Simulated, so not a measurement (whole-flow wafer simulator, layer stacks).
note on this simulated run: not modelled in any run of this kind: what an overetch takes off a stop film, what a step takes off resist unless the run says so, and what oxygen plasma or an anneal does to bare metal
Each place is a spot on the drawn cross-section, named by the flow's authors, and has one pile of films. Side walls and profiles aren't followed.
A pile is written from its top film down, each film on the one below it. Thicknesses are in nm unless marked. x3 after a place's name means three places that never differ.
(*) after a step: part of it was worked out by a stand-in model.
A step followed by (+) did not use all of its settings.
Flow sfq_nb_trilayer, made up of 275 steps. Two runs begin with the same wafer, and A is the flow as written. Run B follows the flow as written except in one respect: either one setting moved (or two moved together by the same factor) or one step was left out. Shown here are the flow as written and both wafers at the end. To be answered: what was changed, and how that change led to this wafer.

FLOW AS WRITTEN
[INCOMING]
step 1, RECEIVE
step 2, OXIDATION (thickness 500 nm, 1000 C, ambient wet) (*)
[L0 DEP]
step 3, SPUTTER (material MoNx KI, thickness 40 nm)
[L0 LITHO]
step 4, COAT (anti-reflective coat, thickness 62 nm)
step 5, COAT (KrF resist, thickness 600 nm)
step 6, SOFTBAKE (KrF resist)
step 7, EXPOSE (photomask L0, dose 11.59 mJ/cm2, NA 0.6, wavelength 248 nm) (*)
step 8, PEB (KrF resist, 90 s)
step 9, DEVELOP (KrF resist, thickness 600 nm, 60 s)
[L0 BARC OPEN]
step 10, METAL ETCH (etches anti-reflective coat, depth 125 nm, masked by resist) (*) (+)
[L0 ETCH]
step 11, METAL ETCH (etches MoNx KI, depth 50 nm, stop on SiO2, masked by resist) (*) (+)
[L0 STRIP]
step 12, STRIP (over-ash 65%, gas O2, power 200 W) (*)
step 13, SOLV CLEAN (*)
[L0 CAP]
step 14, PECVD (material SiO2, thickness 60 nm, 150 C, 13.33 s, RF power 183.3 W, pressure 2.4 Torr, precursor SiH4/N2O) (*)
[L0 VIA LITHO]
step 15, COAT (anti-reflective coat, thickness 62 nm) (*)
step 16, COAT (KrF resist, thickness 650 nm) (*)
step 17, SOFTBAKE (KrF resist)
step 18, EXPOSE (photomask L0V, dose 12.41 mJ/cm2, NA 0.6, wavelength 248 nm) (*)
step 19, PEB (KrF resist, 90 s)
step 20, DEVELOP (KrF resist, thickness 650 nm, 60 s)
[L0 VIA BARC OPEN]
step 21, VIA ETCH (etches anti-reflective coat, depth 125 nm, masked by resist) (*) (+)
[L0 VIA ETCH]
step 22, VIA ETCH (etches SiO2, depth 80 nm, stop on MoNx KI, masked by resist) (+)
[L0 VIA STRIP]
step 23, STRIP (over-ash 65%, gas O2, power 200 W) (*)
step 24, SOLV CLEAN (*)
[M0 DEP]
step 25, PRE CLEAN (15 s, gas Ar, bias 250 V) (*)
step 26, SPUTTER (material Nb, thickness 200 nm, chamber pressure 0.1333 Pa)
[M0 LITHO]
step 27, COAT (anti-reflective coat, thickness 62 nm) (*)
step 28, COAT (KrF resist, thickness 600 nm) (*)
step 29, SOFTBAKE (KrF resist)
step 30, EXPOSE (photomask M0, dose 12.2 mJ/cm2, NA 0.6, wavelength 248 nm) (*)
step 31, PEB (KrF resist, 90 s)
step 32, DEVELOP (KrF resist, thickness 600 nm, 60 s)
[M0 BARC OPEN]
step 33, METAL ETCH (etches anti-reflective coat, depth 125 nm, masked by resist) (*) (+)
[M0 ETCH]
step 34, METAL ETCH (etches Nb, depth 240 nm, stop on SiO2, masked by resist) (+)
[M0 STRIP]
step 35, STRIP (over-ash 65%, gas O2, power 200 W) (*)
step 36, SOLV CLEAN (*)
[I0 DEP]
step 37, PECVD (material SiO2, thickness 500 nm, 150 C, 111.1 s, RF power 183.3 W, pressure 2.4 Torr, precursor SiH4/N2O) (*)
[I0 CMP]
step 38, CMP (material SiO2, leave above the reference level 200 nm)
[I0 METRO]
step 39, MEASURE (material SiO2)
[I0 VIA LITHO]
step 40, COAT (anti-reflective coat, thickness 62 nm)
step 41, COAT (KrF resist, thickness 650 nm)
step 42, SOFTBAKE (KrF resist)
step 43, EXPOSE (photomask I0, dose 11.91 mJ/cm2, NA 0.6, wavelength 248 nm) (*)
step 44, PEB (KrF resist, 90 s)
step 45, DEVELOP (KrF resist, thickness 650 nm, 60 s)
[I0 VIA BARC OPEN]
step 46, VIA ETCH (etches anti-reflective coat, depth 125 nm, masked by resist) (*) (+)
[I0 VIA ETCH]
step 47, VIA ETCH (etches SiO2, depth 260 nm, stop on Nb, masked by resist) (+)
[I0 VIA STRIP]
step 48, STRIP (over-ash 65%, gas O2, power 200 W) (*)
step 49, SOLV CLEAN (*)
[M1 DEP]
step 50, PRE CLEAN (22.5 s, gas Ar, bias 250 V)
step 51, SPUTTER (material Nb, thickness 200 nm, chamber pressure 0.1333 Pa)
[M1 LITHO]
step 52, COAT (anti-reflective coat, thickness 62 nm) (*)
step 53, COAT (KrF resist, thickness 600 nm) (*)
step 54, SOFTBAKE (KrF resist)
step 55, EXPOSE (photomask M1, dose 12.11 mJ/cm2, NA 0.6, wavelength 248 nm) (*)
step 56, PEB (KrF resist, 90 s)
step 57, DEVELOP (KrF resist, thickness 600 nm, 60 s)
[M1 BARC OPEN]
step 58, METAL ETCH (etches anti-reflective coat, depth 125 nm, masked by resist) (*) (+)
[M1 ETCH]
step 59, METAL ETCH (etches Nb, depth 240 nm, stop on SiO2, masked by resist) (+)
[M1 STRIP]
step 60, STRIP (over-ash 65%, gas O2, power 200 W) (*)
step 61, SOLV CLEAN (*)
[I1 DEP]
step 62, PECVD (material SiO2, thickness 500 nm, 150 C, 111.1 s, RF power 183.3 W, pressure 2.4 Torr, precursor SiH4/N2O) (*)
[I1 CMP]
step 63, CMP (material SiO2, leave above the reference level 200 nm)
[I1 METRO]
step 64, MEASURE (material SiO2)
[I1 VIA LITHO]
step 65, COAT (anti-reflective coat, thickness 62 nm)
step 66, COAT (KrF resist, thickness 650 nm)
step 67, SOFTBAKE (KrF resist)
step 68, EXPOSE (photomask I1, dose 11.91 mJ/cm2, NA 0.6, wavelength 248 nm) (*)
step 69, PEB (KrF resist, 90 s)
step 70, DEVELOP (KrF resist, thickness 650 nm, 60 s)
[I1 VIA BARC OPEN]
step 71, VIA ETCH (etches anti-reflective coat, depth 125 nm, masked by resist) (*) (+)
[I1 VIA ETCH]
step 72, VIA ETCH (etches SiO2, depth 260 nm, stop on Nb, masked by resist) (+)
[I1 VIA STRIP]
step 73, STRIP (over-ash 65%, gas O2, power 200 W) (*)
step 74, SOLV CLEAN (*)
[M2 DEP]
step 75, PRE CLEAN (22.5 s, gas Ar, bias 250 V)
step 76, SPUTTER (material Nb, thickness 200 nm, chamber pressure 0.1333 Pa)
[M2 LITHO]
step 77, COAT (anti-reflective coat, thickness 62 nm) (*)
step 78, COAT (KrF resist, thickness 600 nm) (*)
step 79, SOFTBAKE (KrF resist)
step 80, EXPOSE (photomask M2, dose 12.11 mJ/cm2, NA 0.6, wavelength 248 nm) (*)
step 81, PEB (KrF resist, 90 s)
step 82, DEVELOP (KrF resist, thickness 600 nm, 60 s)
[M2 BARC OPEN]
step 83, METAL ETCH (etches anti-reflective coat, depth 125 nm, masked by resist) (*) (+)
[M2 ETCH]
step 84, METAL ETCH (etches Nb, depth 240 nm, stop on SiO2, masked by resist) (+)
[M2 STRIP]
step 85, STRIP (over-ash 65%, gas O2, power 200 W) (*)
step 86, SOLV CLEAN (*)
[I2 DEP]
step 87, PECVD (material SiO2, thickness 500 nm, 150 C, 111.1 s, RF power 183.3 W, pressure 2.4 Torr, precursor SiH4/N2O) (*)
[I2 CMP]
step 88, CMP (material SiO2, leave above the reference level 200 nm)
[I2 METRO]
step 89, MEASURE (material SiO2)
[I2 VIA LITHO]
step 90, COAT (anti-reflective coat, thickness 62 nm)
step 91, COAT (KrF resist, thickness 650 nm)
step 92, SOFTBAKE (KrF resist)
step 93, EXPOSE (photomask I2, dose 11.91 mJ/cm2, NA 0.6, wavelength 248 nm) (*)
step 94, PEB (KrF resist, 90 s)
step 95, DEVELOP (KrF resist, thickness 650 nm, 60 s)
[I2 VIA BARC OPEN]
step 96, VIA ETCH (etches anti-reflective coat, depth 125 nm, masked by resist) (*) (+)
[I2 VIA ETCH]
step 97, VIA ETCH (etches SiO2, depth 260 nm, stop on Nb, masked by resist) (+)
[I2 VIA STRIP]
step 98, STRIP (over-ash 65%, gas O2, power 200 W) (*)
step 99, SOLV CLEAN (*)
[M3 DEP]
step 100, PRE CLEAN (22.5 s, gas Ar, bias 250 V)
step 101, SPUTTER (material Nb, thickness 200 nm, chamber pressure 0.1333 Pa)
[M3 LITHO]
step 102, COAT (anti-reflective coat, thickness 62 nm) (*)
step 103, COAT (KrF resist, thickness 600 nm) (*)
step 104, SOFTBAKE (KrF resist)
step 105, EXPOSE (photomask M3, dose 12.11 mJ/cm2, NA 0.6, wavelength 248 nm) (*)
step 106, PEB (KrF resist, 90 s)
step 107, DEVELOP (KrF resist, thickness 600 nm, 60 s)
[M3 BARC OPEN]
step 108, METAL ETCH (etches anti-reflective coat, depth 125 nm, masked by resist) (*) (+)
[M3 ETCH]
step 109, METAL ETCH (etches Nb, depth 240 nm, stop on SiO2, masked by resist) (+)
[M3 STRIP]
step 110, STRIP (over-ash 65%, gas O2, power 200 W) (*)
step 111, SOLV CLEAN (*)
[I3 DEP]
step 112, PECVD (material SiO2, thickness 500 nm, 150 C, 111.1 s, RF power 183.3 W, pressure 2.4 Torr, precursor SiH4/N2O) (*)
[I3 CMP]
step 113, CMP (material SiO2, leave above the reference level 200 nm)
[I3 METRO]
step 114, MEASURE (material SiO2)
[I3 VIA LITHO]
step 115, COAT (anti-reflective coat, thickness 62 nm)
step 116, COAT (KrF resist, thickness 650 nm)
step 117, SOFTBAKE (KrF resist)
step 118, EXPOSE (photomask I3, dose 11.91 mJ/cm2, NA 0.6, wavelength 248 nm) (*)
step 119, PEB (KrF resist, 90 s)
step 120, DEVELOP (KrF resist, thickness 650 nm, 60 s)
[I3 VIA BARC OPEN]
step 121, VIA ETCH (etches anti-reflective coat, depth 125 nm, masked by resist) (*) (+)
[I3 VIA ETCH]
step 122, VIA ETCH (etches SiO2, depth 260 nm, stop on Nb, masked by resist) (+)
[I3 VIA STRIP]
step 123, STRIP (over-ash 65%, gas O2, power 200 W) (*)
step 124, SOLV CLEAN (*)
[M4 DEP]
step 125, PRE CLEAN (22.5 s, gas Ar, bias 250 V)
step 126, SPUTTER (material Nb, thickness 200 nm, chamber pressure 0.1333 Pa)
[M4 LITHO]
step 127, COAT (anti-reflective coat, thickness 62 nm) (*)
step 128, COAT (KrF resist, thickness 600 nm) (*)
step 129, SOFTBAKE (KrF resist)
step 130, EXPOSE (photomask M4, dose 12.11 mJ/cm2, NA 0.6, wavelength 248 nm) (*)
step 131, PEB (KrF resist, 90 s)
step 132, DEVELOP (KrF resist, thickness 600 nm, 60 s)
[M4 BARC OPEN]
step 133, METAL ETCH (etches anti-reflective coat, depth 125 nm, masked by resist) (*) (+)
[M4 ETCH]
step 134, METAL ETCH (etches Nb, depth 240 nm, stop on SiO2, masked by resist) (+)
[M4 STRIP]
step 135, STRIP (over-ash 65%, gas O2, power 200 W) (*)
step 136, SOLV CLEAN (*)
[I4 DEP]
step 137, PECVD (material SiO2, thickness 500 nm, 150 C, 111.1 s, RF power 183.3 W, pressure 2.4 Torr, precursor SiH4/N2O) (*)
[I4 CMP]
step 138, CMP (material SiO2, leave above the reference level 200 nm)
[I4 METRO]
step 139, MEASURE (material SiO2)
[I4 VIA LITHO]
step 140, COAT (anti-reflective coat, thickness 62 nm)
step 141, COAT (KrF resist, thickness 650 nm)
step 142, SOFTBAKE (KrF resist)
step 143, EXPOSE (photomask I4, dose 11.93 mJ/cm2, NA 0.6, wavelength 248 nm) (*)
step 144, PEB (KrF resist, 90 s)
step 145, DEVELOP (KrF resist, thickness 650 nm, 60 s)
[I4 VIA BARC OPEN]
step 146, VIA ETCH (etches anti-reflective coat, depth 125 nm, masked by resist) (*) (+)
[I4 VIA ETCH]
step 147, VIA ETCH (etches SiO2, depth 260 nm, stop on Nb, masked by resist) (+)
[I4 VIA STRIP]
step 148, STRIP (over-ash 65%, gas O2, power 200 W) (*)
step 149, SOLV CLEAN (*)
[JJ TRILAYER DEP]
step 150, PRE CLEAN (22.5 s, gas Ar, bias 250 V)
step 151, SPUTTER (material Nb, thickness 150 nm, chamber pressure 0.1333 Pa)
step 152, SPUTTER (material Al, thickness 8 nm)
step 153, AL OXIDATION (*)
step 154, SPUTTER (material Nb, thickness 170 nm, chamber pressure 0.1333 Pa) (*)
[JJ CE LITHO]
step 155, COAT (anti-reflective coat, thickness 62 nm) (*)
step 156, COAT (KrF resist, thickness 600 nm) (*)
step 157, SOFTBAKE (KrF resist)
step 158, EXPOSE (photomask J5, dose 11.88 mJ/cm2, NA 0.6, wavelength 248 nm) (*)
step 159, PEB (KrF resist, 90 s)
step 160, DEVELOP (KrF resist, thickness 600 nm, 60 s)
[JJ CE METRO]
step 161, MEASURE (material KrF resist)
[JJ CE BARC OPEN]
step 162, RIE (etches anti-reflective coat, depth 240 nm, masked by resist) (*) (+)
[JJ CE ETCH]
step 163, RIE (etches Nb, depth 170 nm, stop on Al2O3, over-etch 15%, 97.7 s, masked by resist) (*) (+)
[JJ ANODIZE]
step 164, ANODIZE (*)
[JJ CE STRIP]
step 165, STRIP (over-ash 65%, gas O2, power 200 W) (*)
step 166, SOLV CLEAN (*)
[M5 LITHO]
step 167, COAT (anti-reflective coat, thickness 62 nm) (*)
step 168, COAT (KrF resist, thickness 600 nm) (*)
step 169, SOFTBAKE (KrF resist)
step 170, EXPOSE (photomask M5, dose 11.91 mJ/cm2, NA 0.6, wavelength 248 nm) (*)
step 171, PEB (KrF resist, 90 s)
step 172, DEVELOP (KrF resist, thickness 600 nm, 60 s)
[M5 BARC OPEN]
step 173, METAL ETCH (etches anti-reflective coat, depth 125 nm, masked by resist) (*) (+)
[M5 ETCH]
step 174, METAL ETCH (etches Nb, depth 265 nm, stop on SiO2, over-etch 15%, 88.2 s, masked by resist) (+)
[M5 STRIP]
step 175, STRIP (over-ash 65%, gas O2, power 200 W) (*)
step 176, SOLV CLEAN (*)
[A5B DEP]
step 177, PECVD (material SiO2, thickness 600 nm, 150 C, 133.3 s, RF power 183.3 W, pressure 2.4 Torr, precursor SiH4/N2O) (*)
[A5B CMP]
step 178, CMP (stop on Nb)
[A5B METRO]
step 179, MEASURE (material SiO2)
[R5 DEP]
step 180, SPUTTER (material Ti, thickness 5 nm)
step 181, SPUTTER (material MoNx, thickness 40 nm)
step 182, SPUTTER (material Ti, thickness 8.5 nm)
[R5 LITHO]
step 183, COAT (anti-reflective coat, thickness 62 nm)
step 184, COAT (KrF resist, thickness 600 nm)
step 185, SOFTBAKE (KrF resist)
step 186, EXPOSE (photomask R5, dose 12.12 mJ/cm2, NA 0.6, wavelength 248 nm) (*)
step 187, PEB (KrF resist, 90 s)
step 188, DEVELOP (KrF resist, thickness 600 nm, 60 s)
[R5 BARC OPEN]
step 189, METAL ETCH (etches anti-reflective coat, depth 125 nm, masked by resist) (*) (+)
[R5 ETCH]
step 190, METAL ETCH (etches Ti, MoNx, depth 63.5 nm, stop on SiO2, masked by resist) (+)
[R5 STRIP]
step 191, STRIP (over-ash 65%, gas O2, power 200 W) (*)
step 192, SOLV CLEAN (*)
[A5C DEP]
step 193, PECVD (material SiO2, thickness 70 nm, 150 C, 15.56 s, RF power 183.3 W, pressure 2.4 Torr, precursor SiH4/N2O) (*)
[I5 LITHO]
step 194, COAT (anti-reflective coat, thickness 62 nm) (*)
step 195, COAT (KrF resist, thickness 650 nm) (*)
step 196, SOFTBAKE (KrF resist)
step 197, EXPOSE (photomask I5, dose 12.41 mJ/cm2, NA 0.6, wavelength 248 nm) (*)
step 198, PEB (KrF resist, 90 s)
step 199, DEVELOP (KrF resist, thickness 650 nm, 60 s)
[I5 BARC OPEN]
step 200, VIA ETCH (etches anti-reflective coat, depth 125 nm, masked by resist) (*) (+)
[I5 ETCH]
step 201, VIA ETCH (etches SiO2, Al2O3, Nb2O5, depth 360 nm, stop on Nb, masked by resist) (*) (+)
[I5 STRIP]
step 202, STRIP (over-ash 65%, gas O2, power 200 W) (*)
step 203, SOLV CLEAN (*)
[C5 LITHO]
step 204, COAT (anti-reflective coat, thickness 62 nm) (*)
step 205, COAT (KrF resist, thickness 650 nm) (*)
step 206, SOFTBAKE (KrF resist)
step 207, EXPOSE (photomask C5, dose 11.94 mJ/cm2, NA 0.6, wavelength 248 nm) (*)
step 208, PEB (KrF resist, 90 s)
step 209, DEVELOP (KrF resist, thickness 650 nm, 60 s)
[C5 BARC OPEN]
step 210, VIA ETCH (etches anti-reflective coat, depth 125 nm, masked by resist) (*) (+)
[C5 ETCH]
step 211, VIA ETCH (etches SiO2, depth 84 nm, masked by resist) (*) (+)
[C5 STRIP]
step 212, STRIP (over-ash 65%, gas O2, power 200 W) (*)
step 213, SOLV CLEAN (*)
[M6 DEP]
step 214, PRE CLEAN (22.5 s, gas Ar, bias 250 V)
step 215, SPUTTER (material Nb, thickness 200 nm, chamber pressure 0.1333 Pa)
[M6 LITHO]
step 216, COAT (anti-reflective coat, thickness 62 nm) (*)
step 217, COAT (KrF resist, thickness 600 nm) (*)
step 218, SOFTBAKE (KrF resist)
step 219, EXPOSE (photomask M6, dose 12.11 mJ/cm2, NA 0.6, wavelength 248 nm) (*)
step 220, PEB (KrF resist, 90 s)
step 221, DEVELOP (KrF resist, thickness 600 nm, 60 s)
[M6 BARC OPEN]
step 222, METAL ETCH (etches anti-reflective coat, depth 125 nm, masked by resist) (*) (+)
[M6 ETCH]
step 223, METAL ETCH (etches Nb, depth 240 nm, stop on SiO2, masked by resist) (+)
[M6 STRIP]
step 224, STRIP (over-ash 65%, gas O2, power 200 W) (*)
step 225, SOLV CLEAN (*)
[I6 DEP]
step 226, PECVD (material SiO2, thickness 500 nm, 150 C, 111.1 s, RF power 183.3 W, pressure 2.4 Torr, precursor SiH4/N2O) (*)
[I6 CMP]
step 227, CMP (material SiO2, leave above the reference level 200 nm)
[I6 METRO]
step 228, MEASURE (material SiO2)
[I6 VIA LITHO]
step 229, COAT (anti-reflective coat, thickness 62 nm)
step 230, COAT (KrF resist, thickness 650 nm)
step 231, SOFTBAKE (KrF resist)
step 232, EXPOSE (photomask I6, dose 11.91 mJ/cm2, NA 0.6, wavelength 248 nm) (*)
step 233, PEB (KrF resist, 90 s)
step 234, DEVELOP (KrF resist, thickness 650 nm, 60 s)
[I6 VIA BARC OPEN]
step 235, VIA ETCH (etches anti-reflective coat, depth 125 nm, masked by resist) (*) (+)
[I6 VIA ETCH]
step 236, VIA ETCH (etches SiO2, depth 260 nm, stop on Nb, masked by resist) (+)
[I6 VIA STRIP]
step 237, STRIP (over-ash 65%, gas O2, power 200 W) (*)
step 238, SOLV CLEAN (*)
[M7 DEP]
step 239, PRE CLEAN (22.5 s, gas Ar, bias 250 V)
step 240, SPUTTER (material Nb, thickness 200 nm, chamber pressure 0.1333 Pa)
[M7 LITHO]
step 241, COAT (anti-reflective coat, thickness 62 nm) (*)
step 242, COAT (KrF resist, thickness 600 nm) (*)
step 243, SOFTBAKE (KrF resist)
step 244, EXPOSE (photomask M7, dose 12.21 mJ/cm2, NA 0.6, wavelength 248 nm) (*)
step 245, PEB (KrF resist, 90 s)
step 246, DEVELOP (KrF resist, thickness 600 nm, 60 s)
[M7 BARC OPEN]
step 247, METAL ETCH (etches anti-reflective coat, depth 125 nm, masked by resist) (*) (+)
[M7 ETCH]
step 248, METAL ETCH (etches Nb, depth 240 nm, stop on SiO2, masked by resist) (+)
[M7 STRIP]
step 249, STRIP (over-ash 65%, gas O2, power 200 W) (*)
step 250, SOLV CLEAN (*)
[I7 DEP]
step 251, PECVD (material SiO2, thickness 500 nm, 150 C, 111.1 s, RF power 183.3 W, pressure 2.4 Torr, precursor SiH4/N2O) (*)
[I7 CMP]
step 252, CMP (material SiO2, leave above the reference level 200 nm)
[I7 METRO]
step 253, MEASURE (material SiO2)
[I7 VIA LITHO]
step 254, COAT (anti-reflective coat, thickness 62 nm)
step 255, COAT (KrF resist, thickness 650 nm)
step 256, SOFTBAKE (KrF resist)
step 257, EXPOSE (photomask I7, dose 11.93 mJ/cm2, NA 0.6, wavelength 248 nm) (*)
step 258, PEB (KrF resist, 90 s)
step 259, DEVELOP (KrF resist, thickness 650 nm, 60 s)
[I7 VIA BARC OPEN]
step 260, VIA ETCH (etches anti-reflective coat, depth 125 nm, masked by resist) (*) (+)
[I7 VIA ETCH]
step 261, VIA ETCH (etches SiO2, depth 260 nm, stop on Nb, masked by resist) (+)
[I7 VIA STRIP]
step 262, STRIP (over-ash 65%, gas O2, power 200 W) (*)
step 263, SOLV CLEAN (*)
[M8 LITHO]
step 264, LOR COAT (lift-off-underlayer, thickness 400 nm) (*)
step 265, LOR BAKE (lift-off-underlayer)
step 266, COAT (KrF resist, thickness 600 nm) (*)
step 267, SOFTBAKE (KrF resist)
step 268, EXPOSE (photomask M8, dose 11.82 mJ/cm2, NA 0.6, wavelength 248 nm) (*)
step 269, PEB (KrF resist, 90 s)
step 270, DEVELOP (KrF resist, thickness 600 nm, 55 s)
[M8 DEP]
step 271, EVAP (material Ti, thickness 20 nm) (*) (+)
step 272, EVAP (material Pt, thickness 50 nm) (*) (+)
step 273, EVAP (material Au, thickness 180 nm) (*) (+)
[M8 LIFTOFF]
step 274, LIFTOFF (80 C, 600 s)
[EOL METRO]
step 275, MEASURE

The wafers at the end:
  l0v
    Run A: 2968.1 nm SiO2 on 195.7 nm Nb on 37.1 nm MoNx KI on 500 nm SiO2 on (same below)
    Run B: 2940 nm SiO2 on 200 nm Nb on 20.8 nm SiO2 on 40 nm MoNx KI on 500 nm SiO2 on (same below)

What caused this: step 22, VIA ETCH: depth 34 nm was run, while the flow as written has depth 80 nm.

Step by step, how the change led to this:
  step 22, VIA ETCH (etches SiO2, depth 80 nm, stop on MoNx KI, masked by resist) (+)
      l0v: A -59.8 SiO2 (all of it) | B -34 SiO2
      field_l, v_sur, via_wl and 102 more: A -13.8 KrF resist | B -5.86 KrF resist
  step 25, PRE CLEAN (15 s, gas Ar, bias 250 V) (*)
      l0v: A -2.91 MoNx KI | B -5 SiO2
  step 26, SPUTTER (material Nb, thickness 200 nm, chamber pressure 0.1333 Pa)
      l0v: A +195.7 Nb (new film) | B +200 Nb (new film)
  step 27, COAT (anti-reflective coat, thickness 62 nm) (*)
      l0_sur: A +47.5 anti-reflective coat (new film) | B +50.1 anti-reflective coat (new film)
      l0v: A +78 anti-reflective coat (new film) | B +70.5 anti-reflective coat (new film)
  step 28, COAT (KrF resist, thickness 600 nm) (*)
      l0v: A +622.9 KrF resist (new film) | B +608 KrF resist (new film)
  step 35, STRIP (over-ash 65%, gas O2, power 200 W) (*)
      l0_sur: A -372 KrF resist (all of it), -47.5 anti-reflective coat (all of it) | B -373.5 KrF resist (all of it), -50.1 anti-reflective coat (all of it)
      l0v: A -405.3 KrF resist (all of it), -78 anti-reflective coat (all of it) | B -390.4 KrF resist (all of it), -70.5 anti-reflective coat (all of it)
  step 38, CMP (material SiO2, leave above the reference level 200 nm)
      l0v: A -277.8 SiO2 | B -305.8 SiO2
If metal films that touch count as one body, l0v has 2 bodies (between them, from the top down: SiO2 20.8); the flow as written gives 1 body.
